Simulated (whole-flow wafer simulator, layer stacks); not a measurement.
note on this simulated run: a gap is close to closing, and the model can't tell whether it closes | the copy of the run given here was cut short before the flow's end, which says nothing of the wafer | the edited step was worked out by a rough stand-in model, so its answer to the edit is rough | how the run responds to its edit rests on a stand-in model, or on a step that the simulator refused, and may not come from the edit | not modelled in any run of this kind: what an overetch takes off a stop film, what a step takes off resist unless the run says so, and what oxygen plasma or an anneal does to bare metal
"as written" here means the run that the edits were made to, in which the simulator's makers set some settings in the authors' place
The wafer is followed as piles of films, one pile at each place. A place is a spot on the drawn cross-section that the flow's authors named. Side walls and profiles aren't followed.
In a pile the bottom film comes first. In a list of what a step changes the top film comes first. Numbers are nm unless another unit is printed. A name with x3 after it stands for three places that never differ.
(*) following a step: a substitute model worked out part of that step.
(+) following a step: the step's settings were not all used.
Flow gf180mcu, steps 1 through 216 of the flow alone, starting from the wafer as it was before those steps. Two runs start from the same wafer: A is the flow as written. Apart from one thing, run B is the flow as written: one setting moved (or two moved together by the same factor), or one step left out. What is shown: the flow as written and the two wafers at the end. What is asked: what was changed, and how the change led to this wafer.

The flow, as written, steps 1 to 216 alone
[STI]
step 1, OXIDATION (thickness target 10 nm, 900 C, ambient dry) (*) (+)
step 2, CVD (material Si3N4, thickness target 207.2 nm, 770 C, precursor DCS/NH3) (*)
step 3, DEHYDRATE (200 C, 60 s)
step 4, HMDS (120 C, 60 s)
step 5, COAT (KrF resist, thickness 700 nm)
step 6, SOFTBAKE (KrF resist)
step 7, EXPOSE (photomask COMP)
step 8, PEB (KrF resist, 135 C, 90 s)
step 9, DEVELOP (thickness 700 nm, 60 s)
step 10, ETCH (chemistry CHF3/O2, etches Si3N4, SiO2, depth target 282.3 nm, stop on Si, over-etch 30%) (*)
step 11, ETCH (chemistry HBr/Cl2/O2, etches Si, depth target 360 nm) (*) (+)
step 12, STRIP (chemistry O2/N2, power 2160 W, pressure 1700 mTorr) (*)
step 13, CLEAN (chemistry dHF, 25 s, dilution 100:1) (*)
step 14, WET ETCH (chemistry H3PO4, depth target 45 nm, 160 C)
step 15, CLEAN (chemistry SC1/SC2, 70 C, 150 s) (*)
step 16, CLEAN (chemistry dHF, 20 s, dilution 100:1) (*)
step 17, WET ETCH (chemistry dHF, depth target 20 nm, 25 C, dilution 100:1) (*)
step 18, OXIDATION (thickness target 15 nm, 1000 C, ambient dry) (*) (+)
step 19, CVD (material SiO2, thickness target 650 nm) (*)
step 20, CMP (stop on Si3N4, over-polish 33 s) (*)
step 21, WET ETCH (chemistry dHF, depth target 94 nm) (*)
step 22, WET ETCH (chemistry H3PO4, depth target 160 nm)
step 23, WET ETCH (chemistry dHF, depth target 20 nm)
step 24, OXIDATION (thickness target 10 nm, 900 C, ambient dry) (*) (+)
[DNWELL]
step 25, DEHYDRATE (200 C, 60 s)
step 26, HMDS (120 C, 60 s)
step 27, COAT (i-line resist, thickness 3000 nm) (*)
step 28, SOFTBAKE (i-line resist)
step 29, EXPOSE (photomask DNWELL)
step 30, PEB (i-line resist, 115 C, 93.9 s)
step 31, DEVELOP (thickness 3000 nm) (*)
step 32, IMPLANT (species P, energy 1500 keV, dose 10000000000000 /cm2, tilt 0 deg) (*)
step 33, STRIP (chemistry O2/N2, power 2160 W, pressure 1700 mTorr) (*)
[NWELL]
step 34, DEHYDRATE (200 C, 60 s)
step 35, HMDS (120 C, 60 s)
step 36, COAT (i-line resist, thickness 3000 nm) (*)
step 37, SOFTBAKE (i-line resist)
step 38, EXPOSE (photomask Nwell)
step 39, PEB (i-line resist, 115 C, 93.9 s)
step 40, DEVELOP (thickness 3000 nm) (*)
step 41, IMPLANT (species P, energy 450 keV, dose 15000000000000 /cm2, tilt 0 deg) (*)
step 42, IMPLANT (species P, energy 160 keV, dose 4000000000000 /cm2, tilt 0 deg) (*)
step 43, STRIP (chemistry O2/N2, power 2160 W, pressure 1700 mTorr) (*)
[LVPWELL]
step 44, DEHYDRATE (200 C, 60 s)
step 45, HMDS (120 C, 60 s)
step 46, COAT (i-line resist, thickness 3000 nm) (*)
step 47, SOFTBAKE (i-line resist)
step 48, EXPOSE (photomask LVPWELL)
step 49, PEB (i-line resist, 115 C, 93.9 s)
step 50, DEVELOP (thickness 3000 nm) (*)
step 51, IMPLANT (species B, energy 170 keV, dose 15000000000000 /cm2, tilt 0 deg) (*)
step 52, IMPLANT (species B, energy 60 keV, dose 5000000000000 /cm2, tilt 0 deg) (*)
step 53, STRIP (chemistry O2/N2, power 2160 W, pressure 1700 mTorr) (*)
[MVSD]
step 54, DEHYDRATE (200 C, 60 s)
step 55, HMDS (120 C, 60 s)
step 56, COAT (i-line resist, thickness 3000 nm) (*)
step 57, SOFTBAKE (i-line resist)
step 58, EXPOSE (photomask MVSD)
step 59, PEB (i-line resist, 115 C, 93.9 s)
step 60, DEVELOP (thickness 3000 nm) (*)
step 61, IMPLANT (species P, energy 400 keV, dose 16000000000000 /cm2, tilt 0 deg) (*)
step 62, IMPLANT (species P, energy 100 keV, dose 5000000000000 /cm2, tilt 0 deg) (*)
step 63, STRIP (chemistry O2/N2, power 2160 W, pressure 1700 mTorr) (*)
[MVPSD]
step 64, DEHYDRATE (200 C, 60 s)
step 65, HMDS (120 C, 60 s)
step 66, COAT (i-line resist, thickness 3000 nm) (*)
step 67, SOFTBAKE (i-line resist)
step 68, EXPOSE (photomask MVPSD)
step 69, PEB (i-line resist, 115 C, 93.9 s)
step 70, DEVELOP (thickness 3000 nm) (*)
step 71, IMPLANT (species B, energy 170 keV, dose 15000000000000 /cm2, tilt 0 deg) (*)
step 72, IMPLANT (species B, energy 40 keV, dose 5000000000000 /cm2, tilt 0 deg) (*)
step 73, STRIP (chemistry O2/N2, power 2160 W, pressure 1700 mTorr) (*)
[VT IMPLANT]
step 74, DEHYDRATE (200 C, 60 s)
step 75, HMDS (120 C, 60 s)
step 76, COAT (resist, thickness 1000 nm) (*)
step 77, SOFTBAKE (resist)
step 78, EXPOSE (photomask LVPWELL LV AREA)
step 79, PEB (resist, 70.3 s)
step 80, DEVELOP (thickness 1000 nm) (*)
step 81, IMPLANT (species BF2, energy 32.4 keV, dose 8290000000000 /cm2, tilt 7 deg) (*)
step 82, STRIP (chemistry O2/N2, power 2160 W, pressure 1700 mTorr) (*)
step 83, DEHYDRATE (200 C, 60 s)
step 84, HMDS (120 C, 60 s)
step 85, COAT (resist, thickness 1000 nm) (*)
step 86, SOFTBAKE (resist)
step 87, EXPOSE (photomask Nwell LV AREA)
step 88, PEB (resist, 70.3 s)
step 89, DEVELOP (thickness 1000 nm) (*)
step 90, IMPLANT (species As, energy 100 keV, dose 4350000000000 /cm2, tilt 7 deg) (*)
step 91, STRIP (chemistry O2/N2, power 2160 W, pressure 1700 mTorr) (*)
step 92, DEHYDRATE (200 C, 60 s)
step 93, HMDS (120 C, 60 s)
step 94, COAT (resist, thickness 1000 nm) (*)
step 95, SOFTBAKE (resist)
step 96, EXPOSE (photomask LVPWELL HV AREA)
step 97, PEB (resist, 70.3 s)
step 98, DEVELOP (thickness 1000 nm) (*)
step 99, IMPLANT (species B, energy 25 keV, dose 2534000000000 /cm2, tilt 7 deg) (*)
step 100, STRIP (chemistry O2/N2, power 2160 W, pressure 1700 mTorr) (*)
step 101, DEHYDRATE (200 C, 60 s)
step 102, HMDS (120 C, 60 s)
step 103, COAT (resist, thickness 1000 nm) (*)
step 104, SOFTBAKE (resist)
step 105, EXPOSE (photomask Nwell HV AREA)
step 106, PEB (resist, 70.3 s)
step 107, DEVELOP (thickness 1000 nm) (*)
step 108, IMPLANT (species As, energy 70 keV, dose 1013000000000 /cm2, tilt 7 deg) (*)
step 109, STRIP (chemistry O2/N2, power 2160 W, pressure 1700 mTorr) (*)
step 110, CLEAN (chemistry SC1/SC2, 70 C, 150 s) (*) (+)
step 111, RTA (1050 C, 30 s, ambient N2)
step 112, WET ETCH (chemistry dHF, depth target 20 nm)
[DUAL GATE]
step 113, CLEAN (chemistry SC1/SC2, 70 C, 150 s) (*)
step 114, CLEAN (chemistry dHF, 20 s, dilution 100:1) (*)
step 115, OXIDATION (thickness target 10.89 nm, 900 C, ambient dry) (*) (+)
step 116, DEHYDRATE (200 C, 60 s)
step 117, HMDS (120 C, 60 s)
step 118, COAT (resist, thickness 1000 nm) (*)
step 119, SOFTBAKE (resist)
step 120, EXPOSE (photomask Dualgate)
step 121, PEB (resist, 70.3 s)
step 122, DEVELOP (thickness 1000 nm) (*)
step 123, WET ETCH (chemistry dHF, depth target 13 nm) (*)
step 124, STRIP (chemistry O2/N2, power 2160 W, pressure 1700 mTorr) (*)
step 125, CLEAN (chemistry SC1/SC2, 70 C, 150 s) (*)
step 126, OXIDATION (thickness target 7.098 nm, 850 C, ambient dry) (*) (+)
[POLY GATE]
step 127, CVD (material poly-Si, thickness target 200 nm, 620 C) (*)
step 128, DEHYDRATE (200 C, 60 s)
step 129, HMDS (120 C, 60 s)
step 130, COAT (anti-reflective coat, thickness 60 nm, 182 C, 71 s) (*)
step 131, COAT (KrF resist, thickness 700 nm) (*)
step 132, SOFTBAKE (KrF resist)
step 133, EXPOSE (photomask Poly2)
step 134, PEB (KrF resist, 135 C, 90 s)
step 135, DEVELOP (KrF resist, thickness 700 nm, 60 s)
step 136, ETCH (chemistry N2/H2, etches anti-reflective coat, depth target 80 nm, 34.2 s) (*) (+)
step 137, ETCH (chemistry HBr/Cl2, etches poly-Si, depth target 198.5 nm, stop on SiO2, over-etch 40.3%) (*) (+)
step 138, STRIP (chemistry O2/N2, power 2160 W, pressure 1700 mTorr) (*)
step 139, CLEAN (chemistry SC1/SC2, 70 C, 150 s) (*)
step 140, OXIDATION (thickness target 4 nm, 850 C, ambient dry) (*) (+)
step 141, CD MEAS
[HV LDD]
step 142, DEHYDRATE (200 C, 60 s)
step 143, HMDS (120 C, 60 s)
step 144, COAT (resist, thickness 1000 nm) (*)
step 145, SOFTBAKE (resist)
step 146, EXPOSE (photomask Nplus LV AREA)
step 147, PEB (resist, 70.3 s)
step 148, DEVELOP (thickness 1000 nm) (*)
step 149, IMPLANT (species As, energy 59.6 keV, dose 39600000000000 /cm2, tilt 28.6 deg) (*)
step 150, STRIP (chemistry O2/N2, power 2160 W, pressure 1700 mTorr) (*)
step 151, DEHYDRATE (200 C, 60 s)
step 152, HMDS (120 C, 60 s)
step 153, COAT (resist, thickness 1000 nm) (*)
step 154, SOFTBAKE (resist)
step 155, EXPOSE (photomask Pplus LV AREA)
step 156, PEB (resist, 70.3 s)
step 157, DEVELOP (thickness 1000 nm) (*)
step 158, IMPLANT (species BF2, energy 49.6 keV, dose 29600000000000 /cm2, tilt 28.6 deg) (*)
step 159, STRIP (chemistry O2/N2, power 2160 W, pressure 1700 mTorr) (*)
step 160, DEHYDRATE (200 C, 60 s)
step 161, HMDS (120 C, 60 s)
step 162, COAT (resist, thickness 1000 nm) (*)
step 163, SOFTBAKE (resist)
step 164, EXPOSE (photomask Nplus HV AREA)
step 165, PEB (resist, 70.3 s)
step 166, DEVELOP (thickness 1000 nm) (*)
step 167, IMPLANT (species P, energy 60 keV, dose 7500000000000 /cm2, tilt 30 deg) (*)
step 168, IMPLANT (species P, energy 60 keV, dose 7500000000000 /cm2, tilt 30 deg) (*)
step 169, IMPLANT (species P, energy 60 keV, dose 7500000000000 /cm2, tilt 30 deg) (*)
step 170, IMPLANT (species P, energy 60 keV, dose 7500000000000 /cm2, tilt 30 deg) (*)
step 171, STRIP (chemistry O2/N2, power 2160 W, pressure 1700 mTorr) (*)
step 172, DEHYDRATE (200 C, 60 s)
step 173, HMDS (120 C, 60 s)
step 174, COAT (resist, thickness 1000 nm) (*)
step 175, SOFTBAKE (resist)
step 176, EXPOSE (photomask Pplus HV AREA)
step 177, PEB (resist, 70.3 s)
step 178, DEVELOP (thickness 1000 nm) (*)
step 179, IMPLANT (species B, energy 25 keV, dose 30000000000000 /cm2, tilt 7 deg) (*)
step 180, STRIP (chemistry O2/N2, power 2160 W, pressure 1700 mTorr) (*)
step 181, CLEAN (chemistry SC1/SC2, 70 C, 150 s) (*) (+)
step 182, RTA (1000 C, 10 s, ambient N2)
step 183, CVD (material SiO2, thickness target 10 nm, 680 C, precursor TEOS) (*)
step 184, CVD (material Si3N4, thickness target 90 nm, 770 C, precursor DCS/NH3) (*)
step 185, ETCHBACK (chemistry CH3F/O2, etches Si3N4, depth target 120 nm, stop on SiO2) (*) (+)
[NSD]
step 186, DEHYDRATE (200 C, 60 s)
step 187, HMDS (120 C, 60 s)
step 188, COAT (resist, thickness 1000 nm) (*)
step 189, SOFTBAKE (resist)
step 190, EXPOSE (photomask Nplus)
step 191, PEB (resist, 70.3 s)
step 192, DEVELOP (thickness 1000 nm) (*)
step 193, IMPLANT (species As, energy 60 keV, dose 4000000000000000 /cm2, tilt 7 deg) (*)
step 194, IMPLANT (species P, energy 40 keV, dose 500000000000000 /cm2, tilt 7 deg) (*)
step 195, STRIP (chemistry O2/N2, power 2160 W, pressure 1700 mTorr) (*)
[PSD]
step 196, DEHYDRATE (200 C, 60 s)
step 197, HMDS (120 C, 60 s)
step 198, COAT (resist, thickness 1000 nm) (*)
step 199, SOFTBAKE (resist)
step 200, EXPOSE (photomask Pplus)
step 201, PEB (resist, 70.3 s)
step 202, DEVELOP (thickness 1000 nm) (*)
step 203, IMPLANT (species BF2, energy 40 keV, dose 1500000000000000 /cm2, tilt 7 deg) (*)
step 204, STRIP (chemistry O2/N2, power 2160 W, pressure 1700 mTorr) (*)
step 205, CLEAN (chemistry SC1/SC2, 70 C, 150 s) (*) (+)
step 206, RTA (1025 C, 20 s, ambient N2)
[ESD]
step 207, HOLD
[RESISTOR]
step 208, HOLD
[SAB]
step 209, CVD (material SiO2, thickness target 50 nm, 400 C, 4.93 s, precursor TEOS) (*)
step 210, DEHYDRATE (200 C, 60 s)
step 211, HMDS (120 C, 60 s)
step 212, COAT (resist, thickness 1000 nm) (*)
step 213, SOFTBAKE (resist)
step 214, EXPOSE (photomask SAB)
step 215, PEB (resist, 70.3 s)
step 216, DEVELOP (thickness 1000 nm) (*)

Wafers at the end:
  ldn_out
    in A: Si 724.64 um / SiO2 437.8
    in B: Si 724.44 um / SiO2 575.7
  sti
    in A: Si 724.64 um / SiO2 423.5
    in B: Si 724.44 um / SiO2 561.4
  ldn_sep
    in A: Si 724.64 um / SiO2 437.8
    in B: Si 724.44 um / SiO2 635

The reason: step 11, ETCH: depth target 558 nm was run, whereas the flow has depth target 360 nm.

The path from the change to this, step by step:
  step 11, ETCH (chemistry HBr/Cl2/O2, etches Si, depth target 360 nm) (*) (+)
      active, n_well, p_well and 40 more: A -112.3 KrF resist | B -178.3 KrF resist
      field, field_sub, sti and 34 more: A -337 Si | B -535 Si
  step 12, STRIP (chemistry O2/N2, power 2160 W, pressure 1700 mTorr) (*)
      active, n_well, p_well and 40 more: A -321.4 KrF resist (all of it) | B -255.4 KrF resist (all of it)
  step 19, CVD (material SiO2, thickness target 650 nm) (*)
      m1, ld_fp_n, ld_drift_n and 8 more: A +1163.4 SiO2 | B +1361.4 SiO2
  step 20, CMP (stop on Si3N4, over-polish 33 s) (*)
      sti, mim_1p0 x3, iso_nw_fld and 9 more: A -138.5 SiO2 | B nothing
      nw_enc_fld, nw_enc_fld_lv: A -142.5 SiO2 | B nothing
      (and at 10 other places as well)
  step 28, SOFTBAKE (i-line resist)
      field: A +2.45 i-line resist | B -1.33 i-line resist
      field_sub: A +1.87 i-line resist | B -0.88 i-line resist
      (and at 63 other places as well)
  step 37, SOFTBAKE (i-line resist)
      field: A +2.45 i-line resist | B -1.33 i-line resist
      field_sub: A +1.87 i-line resist | B -0.88 i-line resist
      (and at 63 other places as well)
  step 47, SOFTBAKE (i-line resist)
      field: A +2.45 i-line resist | B -1.33 i-line resist
      field_sub: A +1.87 i-line resist | B -0.88 i-line resist
      (and at 63 other places as well)
  step 57, SOFTBAKE (i-line resist)
      field: A +2.45 i-line resist | B -1.33 i-line resist
      field_sub: A +1.87 i-line resist | B -0.88 i-line resist
      (and at 63 other places as well)
  step 67, SOFTBAKE (i-line resist)
      field: A +2.45 i-line resist | B -1.33 i-line resist
      field_sub: A +1.87 i-line resist | B -0.88 i-line resist
      (and at 63 other places as well)
  step 76, COAT (resist, thickness 1000 nm) (*)
      p_well, spacer, sd_n: A +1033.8 resist (new film) | B +981.7 resist (new film)
      field__w6: A +984.3 resist (new film) | B +1012.7 resist (new film)
      (and at 56 other places as well)
  step 77, SOFTBAKE (resist)
      field__w2: A -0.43 resist | B +0.24 resist
      field__w3: A -0.51 resist | B +0.28 resist
      (and at 56 other places as well)
  step 79, PEB (resist, 70.3 s)
      pplus_u, iso_ptap_pw, iso_ntap_nw, iso_ptap_sub, vpnp_e: A -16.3 resist | B -15.6 resist
      p_well, spacer, sd_n, ldp_gr: A -16.4 resist | B -15.6 resist
      (and at 6 other places as well)
  step 80, DEVELOP (thickness 1000 nm) (*)
      p_well, spacer, sd_n: A -1017.4 resist (all of it) | B -966.2 resist (all of it)
      active: A -1004 resist (all of it) | B -972.7 resist (all of it)
      (and at 5 other places as well)
  step 82, STRIP (chemistry O2/N2, power 2160 W, pressure 1700 mTorr) (*)
      field__w6: A -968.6 resist (all of it) | B -997.1 resist (all of it)
      field_sub: A -966.6 resist (all of it) | B -995.4 resist (all of it)
      (and at 54 other places as well)
  step 85, COAT (resist, thickness 1000 nm) (*)
      p_well, spacer, sd_n: A +1033.8 resist (new film) | B +981.7 resist (new film)
      field__w6: A +984.3 resist (new film) | B +1012.7 resist (new film)
      (and at 56 other places as well)
  step 86, SOFTBAKE (resist)
      field__w2: A -0.43 resist | B +0.24 resist
      field__w3: A -0.51 resist | B +0.28 resist
      (and at 56 other places as well)
  ... 57 further steps ...
  step 216, DEVELOP (thickness 1000 nm) (*)
      p_well, sd_n: A -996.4 resist (all of it) | B -943.4 resist (all of it)
      field__w1: A -1017.5 resist (all of it) | B -1043.9 resist (all of it)
      (and at 61 other places as well)
